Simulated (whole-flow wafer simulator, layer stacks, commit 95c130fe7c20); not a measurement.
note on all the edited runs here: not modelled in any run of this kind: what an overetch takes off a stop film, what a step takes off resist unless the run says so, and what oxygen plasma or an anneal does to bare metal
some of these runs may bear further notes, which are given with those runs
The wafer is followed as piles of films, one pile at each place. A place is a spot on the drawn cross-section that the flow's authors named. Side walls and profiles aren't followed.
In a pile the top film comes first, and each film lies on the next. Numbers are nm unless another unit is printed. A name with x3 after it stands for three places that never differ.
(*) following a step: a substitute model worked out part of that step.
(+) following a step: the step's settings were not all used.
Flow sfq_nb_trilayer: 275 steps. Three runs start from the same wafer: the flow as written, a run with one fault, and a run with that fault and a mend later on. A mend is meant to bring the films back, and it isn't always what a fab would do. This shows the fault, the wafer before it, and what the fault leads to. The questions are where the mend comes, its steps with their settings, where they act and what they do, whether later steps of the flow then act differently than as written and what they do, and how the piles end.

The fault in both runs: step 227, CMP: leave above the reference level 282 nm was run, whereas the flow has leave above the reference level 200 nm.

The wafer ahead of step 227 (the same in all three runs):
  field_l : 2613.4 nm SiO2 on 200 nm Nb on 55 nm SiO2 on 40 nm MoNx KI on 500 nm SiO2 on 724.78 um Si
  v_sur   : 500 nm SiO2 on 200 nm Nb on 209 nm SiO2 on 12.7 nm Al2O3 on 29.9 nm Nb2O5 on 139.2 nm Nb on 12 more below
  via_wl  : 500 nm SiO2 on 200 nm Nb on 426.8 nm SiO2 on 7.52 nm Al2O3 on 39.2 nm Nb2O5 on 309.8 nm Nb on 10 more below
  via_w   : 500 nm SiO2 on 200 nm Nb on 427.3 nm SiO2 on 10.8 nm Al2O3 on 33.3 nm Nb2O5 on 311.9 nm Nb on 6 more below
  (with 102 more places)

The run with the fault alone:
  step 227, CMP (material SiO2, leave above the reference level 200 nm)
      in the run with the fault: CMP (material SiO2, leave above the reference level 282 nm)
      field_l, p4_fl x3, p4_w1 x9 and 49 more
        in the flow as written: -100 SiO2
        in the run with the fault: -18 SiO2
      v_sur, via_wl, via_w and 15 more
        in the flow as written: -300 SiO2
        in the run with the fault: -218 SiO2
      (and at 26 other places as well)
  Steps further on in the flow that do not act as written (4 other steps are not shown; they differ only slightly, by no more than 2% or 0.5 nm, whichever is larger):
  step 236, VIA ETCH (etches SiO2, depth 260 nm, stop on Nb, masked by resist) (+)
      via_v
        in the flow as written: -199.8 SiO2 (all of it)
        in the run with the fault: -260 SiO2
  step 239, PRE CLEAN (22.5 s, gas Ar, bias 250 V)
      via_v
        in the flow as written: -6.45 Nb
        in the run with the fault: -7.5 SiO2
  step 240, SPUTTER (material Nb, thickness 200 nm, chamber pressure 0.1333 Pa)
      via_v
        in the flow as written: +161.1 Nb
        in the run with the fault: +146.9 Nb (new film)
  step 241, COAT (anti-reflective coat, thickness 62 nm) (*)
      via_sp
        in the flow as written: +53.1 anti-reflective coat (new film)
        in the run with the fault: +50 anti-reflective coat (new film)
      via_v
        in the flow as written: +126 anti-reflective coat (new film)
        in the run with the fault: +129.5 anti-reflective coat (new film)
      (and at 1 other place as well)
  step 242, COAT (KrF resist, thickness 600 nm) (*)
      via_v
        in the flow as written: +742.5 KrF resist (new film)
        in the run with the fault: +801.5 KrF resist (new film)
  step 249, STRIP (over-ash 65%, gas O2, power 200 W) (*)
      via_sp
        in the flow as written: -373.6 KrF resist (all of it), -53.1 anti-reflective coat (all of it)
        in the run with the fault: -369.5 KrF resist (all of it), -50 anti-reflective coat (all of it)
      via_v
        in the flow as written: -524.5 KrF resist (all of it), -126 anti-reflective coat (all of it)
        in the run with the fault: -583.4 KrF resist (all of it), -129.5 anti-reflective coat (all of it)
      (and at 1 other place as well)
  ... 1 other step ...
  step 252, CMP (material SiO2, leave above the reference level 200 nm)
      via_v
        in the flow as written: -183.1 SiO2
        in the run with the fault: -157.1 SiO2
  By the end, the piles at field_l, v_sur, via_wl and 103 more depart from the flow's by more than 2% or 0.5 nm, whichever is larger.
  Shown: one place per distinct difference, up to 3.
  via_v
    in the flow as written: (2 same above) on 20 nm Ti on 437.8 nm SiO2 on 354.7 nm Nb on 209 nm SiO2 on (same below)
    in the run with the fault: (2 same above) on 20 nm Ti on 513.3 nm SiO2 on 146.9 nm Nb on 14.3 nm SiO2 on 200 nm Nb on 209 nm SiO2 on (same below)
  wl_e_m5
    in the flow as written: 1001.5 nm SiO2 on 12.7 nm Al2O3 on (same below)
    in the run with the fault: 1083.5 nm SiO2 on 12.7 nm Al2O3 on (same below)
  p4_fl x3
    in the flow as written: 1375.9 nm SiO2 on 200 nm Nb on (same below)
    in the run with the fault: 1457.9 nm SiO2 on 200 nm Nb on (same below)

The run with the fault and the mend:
  The mend follows step 228.
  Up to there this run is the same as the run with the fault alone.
  step 228a, CMP (material SiO2, leave above the reference level 200 nm) (the flow's step 227 again)
      field_l, v_sur, via_wl and 103 more
        -82 SiO2
  Every later step of the flow that is run acts as written at every place that is followed.
  By the end, the piles equal the flow's at every place that both follow.
